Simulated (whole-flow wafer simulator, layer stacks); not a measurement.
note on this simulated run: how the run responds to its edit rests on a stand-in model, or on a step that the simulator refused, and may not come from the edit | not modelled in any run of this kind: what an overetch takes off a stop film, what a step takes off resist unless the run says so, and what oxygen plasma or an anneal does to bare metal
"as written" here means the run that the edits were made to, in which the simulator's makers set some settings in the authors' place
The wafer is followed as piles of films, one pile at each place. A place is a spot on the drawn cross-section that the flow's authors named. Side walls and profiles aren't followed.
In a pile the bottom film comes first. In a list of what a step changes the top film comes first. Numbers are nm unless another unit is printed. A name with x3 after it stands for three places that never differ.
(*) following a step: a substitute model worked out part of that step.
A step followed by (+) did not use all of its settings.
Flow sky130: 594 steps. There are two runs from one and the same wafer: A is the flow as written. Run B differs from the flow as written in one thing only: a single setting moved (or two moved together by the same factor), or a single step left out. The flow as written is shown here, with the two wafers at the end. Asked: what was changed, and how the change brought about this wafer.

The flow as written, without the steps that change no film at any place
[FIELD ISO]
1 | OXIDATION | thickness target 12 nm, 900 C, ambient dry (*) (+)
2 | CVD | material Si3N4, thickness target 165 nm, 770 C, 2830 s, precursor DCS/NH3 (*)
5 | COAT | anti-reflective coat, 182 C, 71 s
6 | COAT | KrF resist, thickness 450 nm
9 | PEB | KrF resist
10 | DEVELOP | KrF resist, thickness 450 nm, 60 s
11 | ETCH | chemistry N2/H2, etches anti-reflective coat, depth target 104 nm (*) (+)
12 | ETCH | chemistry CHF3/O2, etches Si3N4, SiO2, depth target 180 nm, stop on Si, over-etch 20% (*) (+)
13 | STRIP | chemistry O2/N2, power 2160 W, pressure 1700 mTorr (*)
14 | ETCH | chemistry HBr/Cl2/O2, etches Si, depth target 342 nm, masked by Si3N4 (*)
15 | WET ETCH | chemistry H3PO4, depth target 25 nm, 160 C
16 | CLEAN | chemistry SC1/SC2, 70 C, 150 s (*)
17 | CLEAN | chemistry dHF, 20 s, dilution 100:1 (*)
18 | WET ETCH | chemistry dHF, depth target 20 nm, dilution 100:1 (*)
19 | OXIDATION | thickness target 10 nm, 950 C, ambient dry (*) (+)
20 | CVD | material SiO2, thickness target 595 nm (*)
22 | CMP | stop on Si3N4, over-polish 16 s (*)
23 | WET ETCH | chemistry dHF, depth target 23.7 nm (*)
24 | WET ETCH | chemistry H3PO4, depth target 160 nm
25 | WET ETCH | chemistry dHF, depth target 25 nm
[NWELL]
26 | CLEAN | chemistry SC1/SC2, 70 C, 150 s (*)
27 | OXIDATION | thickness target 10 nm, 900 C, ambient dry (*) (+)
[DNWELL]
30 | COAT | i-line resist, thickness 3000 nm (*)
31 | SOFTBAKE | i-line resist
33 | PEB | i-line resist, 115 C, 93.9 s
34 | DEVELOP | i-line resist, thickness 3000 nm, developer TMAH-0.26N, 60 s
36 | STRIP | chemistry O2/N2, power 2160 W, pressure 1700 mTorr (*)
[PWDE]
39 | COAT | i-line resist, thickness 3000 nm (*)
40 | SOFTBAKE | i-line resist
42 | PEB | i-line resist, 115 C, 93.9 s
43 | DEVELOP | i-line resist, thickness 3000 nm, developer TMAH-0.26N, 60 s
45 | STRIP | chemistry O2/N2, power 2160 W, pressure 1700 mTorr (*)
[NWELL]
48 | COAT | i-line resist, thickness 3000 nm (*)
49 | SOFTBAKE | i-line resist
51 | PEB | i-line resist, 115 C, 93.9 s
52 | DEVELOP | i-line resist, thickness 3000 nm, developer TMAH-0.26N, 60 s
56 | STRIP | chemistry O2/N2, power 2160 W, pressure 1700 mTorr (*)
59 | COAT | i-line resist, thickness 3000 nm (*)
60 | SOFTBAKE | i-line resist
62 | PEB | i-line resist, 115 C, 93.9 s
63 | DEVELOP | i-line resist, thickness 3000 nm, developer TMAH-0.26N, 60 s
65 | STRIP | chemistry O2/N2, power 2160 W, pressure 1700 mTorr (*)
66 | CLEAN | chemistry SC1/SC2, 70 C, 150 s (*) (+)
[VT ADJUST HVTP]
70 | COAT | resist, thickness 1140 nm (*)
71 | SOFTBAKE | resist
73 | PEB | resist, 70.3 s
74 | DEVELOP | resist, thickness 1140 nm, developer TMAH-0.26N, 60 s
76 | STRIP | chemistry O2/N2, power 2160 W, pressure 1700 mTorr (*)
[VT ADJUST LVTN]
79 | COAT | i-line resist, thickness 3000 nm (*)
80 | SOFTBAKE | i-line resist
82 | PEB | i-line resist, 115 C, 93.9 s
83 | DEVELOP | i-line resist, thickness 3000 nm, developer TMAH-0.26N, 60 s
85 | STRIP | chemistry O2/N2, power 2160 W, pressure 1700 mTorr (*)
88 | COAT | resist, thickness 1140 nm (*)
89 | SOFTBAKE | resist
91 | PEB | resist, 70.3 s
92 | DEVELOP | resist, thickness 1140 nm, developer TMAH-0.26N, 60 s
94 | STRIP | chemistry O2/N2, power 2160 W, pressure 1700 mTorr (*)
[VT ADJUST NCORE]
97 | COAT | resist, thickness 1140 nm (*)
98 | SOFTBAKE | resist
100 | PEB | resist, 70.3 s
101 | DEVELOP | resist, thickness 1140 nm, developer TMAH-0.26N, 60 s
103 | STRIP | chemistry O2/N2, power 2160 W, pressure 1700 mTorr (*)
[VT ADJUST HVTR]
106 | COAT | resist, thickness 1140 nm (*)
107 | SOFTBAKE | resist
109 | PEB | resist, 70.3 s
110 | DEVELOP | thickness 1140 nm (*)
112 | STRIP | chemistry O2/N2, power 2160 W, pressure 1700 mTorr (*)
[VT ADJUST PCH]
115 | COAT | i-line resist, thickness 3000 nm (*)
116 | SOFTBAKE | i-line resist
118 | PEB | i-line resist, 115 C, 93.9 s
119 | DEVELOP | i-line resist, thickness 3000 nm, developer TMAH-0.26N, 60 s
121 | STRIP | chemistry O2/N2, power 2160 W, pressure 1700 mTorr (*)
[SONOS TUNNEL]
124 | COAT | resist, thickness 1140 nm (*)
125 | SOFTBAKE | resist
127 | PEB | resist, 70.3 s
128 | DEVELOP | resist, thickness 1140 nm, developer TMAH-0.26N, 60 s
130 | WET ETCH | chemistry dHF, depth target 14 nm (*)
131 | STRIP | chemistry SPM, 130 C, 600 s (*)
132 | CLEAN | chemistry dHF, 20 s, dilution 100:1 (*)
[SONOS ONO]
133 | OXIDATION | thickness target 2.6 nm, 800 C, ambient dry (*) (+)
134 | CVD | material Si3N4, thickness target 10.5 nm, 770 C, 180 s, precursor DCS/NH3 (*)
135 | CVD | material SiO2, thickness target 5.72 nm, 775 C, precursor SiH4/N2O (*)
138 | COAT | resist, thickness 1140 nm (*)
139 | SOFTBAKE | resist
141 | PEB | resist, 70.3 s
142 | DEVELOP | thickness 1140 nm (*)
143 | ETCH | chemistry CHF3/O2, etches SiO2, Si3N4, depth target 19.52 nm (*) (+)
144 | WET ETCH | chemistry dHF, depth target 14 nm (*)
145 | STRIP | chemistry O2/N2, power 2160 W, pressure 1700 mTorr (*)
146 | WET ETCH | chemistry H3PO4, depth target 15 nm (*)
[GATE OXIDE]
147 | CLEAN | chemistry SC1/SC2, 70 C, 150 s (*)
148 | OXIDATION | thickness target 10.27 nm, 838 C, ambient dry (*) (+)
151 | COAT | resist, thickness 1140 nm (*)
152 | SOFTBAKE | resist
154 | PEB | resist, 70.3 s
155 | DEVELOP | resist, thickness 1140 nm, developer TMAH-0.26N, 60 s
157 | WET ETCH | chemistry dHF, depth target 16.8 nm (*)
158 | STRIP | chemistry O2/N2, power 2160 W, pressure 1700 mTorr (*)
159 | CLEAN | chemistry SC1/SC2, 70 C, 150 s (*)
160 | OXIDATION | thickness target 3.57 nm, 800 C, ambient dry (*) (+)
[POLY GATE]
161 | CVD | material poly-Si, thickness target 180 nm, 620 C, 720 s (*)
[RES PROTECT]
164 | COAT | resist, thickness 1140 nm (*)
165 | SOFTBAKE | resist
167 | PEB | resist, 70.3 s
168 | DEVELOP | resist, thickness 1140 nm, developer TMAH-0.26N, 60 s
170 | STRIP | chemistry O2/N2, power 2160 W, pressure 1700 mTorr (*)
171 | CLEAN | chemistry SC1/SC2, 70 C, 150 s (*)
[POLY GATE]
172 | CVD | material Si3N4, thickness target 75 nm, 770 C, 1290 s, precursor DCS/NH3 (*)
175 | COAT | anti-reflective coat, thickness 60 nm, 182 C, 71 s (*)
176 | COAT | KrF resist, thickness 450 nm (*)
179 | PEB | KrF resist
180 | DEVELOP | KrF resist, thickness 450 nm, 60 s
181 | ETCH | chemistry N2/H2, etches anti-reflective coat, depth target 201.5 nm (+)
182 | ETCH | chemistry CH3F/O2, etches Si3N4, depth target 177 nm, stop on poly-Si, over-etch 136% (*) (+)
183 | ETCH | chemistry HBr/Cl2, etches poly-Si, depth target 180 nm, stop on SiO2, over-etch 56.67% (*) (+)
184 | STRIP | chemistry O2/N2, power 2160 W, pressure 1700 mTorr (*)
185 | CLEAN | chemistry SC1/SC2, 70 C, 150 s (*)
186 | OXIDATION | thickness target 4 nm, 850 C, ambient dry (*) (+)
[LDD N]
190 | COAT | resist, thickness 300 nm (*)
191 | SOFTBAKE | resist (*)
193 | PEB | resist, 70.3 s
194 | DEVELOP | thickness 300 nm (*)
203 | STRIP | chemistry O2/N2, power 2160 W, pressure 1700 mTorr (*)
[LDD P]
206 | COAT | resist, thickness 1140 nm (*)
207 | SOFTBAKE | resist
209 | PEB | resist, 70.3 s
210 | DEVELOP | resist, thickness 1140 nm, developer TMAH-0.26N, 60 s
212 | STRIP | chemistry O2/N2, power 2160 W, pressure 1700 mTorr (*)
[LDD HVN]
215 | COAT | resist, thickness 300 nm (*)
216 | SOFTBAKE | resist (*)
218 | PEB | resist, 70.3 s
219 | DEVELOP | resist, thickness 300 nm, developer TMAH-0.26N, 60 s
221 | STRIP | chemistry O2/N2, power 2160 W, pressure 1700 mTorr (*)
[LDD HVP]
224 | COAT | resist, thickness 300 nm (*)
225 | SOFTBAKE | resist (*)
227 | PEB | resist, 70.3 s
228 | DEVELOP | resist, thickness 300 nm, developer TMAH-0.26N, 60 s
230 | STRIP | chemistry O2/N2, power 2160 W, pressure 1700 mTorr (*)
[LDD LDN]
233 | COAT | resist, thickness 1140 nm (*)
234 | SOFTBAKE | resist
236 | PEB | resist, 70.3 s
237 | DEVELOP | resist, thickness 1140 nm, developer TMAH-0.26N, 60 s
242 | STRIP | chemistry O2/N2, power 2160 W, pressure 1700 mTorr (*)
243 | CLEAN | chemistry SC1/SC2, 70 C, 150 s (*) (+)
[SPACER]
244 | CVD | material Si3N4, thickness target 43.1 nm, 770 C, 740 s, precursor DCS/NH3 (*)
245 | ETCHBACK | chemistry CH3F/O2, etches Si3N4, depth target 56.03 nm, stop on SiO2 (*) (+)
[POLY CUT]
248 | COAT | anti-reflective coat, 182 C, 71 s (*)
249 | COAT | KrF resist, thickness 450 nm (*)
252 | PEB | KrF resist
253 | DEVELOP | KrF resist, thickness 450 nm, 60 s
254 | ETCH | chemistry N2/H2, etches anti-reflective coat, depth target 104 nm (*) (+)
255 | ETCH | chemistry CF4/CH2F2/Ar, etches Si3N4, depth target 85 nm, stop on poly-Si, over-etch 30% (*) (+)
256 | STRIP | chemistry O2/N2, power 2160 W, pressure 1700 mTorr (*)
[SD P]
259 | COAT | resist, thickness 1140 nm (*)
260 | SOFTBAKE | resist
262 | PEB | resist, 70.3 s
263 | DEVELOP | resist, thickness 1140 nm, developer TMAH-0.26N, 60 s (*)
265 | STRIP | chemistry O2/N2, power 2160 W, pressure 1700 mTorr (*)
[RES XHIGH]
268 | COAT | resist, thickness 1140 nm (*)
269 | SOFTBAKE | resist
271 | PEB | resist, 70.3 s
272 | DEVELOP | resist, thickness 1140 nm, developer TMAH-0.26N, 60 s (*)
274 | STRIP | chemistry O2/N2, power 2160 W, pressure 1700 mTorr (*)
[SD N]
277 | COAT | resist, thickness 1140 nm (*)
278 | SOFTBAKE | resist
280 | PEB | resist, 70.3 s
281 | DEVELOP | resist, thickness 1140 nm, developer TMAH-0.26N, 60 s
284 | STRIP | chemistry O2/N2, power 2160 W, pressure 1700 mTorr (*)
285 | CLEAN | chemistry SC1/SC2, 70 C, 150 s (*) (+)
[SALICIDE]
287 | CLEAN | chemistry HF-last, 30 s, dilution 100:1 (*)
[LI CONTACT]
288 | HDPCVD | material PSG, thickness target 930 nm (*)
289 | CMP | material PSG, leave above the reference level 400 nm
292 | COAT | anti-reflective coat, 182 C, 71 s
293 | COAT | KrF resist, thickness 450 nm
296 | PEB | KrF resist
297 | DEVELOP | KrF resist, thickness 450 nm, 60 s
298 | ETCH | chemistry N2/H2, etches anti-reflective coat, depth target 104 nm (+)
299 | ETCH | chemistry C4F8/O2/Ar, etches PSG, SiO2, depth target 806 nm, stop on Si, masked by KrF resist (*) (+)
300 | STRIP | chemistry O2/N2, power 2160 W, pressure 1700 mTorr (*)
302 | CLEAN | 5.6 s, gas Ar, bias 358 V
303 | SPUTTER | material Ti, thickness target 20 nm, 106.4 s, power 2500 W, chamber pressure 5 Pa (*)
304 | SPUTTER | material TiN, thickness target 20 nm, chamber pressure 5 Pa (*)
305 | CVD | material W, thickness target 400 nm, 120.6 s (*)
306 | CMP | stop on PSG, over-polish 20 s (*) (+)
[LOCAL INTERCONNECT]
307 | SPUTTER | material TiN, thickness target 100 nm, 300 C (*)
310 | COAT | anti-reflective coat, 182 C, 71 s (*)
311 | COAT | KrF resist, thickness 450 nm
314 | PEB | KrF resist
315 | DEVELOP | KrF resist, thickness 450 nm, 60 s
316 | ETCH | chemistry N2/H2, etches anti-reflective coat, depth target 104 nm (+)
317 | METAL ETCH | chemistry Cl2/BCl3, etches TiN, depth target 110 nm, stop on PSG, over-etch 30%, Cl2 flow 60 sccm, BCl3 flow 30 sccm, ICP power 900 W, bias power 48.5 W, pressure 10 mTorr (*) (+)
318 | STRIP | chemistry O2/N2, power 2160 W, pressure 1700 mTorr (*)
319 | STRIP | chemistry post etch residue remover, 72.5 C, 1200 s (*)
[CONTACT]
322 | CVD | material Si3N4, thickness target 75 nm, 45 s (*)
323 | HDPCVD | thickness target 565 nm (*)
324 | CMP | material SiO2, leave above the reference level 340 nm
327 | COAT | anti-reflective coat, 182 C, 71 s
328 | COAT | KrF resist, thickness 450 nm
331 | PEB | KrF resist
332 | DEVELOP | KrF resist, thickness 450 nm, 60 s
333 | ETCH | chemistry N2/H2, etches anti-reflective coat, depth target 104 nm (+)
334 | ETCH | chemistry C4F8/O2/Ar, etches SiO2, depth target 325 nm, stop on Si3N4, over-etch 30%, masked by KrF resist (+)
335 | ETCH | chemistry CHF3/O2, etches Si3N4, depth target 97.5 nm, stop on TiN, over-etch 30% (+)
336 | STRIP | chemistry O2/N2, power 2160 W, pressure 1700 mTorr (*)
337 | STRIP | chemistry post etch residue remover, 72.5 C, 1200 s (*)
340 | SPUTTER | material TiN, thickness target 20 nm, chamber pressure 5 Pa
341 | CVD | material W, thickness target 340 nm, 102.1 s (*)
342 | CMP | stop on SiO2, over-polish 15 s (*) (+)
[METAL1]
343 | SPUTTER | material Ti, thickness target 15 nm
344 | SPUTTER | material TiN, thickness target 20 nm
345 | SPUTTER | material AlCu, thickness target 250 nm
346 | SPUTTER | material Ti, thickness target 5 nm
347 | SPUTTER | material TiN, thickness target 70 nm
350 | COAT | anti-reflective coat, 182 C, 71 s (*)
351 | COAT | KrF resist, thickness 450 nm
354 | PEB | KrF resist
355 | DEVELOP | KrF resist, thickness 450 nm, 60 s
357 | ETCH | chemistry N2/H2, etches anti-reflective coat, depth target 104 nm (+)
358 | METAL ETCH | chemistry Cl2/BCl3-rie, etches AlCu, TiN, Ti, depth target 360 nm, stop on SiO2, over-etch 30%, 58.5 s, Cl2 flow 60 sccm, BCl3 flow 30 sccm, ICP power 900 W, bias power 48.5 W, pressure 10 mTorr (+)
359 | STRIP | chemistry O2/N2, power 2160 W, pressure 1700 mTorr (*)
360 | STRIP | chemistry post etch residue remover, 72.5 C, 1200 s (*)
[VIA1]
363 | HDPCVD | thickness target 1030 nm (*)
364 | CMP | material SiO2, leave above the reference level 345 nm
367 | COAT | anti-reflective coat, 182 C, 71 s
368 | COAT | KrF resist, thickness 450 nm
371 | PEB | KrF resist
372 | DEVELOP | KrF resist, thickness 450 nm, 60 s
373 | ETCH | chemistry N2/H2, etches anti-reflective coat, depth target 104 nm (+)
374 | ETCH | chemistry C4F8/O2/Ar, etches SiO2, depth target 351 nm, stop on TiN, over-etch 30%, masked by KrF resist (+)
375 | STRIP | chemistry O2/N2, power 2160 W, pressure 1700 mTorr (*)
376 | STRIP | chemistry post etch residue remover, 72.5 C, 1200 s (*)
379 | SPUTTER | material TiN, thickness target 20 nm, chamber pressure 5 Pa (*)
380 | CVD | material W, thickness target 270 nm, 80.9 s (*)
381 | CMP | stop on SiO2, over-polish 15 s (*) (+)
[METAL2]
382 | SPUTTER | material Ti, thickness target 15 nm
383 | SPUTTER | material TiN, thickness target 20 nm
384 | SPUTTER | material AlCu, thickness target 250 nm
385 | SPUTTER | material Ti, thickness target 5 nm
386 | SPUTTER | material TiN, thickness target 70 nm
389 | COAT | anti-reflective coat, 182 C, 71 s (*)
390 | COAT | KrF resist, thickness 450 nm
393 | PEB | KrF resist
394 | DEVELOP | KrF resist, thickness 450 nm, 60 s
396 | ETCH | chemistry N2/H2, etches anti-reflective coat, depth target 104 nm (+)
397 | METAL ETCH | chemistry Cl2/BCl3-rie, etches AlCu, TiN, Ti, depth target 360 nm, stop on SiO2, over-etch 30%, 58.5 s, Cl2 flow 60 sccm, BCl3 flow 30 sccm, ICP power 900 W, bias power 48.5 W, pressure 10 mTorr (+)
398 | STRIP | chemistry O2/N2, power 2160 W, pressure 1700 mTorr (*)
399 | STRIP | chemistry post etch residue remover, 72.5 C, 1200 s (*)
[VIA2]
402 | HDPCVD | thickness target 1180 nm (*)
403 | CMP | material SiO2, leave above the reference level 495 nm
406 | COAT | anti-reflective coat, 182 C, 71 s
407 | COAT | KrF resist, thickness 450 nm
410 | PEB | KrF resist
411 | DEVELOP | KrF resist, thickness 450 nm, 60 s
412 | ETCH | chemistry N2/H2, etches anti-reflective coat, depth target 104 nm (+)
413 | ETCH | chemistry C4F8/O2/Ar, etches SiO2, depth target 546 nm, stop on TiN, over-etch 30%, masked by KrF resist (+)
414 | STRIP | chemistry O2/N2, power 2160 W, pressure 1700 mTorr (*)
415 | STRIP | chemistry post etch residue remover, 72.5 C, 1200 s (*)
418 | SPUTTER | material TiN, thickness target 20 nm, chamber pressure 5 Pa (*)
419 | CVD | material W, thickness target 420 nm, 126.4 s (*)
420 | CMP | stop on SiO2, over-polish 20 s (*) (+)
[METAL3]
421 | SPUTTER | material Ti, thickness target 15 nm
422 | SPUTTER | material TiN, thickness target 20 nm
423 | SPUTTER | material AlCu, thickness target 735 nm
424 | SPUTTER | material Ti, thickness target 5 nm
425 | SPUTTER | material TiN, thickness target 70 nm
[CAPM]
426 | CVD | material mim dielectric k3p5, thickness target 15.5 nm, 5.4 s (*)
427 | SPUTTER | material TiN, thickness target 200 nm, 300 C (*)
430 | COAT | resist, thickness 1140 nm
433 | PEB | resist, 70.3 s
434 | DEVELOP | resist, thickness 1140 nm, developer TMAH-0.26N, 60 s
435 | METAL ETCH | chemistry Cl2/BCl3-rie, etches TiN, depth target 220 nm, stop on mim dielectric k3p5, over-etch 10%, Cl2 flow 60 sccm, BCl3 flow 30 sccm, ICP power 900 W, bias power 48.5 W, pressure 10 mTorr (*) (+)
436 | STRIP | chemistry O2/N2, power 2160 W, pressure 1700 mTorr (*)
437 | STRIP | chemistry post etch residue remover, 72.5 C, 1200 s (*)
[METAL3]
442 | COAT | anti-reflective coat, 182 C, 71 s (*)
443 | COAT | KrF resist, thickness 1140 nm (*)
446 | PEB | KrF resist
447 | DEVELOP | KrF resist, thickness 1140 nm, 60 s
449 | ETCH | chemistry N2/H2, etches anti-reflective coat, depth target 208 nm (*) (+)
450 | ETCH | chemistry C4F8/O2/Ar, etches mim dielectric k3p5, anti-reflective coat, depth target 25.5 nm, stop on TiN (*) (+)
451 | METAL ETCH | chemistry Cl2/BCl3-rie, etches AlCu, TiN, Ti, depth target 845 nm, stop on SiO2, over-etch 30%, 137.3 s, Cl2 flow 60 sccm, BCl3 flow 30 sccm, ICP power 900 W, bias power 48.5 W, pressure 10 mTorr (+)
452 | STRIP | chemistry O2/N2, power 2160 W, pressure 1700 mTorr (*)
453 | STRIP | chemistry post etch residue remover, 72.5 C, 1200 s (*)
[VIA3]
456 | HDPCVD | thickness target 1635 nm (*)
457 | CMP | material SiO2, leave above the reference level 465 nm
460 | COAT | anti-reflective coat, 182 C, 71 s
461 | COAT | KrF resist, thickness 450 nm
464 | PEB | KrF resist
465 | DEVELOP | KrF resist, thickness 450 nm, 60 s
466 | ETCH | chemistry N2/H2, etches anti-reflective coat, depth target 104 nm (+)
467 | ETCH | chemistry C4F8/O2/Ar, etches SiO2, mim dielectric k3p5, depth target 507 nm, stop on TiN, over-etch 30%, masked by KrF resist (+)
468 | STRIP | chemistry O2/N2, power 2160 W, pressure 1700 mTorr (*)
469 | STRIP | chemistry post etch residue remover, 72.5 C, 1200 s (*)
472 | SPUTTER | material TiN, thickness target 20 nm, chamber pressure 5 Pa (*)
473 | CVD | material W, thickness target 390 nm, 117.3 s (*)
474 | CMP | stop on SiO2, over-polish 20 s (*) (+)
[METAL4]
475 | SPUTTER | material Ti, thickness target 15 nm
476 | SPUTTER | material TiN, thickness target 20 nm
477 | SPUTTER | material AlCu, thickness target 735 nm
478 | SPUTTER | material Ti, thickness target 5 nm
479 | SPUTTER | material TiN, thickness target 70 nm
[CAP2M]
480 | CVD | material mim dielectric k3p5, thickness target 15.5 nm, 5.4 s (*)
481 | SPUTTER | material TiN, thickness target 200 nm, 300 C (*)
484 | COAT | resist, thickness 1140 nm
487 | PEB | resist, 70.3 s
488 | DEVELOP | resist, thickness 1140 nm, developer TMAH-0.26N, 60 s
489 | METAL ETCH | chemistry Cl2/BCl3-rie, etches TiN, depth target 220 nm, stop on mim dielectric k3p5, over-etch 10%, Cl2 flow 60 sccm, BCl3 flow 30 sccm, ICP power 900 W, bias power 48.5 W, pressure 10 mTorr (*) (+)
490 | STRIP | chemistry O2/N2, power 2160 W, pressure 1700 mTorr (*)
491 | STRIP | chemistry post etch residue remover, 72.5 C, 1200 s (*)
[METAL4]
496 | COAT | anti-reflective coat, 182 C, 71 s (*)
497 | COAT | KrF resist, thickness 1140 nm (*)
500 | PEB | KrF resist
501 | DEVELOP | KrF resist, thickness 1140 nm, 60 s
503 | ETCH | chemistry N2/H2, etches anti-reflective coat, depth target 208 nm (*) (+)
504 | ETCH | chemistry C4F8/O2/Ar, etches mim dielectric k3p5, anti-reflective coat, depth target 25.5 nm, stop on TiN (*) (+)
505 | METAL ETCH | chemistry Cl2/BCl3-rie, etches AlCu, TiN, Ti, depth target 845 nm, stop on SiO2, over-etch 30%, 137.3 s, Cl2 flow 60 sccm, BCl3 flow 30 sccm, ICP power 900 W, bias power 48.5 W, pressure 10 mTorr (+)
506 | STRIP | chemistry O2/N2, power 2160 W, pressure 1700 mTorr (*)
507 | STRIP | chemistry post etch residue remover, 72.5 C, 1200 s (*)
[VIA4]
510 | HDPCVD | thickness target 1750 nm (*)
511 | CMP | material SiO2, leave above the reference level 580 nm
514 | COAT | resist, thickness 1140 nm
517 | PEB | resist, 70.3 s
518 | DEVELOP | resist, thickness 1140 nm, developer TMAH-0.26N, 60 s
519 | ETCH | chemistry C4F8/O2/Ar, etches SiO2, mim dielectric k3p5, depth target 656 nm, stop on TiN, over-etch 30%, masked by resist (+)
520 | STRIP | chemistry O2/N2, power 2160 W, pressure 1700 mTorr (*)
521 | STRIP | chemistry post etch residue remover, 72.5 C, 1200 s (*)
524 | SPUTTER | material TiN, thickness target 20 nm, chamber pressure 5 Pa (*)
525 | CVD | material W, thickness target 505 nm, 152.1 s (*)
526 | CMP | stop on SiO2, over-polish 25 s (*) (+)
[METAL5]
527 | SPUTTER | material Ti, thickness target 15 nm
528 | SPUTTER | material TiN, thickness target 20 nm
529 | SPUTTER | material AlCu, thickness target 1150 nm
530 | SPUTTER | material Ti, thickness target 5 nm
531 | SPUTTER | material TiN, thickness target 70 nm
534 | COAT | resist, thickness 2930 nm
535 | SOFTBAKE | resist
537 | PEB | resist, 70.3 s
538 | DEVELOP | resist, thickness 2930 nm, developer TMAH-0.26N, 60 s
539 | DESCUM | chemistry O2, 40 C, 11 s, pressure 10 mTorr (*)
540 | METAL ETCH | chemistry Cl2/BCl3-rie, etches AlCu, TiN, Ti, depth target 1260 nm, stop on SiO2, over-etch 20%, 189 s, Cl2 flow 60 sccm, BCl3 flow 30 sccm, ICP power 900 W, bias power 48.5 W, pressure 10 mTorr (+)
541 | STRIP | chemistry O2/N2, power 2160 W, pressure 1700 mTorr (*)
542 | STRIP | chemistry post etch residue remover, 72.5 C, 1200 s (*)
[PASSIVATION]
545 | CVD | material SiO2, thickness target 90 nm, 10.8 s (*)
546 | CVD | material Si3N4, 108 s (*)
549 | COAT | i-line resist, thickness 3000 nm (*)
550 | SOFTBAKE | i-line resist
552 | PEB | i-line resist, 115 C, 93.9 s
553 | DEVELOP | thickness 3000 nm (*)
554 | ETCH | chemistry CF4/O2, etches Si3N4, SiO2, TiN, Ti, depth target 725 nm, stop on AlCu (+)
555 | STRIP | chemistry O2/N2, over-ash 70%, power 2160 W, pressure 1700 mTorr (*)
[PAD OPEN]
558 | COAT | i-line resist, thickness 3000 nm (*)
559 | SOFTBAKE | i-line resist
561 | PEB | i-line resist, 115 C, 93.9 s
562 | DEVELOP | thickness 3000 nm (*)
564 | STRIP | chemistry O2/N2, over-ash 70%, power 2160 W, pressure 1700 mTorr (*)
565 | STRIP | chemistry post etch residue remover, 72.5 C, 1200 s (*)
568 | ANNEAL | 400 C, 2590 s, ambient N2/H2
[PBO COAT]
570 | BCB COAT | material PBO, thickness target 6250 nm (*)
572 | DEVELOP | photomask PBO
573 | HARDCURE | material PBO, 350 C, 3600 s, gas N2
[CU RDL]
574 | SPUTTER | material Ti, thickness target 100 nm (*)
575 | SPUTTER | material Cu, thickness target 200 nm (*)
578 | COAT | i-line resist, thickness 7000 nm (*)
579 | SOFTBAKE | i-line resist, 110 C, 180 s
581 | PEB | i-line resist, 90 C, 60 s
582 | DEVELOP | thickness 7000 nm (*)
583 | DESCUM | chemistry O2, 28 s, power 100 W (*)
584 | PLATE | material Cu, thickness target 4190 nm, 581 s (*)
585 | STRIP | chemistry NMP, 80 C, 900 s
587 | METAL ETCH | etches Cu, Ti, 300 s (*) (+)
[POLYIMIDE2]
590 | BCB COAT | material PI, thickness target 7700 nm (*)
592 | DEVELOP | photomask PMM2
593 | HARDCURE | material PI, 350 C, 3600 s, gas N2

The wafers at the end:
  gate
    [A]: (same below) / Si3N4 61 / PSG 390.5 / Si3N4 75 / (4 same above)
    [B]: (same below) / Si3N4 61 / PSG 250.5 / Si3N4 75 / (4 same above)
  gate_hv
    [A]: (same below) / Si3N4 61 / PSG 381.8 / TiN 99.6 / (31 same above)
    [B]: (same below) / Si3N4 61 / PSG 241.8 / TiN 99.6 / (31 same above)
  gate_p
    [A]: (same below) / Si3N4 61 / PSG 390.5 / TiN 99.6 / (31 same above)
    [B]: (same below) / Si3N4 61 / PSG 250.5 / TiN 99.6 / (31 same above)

Cause: step 289, CMP: leave above the reference level 260 nm was run, while the flow as written has leave above the reference level 400 nm.

The path from the change to this, step by step:
  289 | CMP | material PSG, leave above the reference level 400 nm
      gate, spacer, gate_p and 34 more: A -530 PSG | B -670 PSG
      mim, vpp_sp, vpp_ln and 30 more: A -333.9 PSG | B -473.9 PSG
      (also at 122 further places)
  299 | ETCH | chemistry C4F8/O2/Ar, etches PSG, SiO2, depth target 806 nm, stop on Si, masked by KrF resist (*) (+)
      field, active, n_well and 184 more: A -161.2 KrF resist | B -151.4 KrF resist
      contact, ndiff_licon, ndiff_licon_cpp: A -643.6 PSG (all of it), -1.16 SiO2 (all of it) | B -503.6 PSG (all of it), -1.16 SiO2 (all of it)
      (also at 2 further places)
  300 | STRIP | chemistry O2/N2, power 2160 W, pressure 1700 mTorr (*)
      field, active, n_well and 184 more: A -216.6 KrF resist (all of it), -80 anti-reflective coat (all of it) | B -226.4 KrF resist (all of it), -80 anti-reflective coat (all of it)
  303 | SPUTTER | material Ti, thickness target 20 nm, 106.4 s, power 2500 W, chamber pressure 5 Pa (*)
      ndiff_licon: A +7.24 Ti (new film) | B +9.05 Ti (new film)
      ndiff_licon_cpp: A +6.53 Ti (new film) | B +8.14 Ti (new film)
      (also at 1 further place)
  304 | SPUTTER | material TiN, thickness target 20 nm, chamber pressure 5 Pa (*)
      ndiff_licon: A +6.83 TiN (new film) | B +8.63 TiN (new film)
      ndiff_licon_cpp: A +6.17 TiN (new film) | B +7.77 TiN (new film)
      (also at 1 further place)
  305 | CVD | material W, thickness target 400 nm, 120.6 s (*)
      ndiff_licon: A +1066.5 W (new film) | B +922.9 W (new film)
      ndiff_licon_cpp: A +1067.9 W (new film) | B +924.7 W (new film)
      (also at 1 further place)
  306 | CMP | stop on PSG, over-polish 20 s (*) (+)
      poly_licon: A -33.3 W | B -173.3 W
